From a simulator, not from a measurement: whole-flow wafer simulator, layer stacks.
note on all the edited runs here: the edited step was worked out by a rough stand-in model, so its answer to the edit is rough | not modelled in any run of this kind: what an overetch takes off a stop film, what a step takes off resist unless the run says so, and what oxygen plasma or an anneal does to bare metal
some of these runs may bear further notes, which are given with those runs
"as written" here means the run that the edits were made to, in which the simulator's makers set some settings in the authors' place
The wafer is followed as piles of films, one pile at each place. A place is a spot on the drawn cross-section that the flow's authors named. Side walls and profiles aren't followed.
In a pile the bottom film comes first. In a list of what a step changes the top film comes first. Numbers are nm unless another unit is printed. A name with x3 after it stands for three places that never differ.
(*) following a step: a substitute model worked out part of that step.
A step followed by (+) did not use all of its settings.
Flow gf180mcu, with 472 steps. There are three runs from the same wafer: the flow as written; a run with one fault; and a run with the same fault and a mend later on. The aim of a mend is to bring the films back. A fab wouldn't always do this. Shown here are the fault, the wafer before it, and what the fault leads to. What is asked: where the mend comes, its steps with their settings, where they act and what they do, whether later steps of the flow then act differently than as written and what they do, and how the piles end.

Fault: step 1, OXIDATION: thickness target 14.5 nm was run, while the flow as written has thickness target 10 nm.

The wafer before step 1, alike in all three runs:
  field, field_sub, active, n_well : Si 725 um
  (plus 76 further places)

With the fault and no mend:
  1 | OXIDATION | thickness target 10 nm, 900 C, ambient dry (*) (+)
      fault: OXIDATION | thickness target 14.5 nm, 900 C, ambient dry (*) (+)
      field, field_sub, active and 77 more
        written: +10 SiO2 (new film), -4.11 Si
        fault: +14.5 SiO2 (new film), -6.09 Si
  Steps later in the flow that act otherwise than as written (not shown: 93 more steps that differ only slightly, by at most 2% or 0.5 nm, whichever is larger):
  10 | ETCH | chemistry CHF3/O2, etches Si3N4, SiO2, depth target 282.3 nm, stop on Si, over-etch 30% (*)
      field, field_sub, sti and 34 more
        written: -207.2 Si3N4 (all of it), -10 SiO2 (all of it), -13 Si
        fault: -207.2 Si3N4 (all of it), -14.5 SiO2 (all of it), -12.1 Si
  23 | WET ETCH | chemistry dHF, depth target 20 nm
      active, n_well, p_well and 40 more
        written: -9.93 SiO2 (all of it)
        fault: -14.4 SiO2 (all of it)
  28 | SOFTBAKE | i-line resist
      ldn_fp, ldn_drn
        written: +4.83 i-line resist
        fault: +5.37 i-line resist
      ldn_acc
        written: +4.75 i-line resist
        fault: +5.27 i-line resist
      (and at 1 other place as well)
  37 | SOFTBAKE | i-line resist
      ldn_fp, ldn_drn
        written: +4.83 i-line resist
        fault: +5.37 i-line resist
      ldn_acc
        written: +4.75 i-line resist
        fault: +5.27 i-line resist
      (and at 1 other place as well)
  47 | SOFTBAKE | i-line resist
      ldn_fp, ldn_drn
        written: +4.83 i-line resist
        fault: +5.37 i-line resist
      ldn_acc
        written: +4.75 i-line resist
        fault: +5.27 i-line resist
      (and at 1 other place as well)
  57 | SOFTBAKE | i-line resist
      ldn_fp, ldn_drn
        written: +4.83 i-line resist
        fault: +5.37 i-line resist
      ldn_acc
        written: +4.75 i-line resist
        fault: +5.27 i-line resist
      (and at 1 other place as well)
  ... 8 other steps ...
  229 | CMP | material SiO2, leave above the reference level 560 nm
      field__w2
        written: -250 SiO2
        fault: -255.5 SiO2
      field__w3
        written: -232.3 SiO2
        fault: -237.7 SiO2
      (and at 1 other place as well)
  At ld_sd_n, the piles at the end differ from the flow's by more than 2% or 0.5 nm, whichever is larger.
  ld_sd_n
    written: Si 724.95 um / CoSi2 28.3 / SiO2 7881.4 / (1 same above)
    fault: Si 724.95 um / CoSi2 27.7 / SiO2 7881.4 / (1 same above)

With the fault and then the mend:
  After step 1 comes the mend.
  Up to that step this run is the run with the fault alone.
  1a | WET ETCH | chemistry dHF, depth target 4.5 nm, 25 C, dilution 100:1
      field, field_sub, active and 77 more
        -4.5 SiO2
  Every later step of the flow that is run acts as written at every place that is followed.
  When the end is reached, the piles differ only a little from the flow's at the places that both follow, at most by 2% or 0.5 nm, whichever is larger.
